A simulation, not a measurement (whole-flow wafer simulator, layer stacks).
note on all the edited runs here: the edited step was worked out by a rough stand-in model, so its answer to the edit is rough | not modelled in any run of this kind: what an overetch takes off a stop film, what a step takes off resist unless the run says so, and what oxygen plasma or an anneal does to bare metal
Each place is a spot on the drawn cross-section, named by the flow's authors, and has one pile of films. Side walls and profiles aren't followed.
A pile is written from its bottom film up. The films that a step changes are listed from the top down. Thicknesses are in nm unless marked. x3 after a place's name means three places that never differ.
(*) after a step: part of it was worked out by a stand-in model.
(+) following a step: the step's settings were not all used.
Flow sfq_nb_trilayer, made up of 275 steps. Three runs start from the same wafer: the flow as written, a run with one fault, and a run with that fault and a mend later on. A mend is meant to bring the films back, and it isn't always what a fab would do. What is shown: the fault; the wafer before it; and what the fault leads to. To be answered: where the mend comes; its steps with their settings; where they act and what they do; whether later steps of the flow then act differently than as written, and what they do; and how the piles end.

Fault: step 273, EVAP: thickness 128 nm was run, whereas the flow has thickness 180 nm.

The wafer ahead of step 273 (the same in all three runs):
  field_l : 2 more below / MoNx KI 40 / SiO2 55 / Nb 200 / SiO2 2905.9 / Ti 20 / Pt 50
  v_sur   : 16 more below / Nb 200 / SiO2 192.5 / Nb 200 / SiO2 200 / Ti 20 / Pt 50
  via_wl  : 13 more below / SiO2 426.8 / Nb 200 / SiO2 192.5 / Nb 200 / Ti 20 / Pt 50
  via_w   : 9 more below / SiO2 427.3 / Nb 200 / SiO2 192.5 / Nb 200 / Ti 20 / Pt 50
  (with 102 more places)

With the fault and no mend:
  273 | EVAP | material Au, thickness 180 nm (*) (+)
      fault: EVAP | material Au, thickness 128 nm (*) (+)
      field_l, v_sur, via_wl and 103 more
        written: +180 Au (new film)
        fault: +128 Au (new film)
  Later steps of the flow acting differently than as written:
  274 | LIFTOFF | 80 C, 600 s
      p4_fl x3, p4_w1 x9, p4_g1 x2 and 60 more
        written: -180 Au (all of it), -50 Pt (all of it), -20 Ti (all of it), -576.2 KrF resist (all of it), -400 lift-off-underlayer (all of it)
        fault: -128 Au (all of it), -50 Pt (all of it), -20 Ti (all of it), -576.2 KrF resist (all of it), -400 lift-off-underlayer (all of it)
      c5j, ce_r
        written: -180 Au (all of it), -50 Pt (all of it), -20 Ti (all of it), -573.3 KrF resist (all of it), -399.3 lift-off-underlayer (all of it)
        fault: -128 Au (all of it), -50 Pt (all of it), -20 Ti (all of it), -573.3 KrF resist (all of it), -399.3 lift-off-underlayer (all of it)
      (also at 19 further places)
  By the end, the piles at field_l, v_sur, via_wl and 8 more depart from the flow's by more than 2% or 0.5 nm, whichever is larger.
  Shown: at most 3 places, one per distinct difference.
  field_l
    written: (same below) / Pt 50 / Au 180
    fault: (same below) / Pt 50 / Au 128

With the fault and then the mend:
  After step 273 comes the mend.
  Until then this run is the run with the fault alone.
  273a | EVAP | material Au, thickness 52 nm (*) (+) (the flow's step 273, run once more with other settings)
      field_l, v_sur, via_wl and 103 more
        +52 Au
  Every later step of the flow that is run acts as written at every place that is followed.
  At every place that both follow, the piles at the end match the flow's.
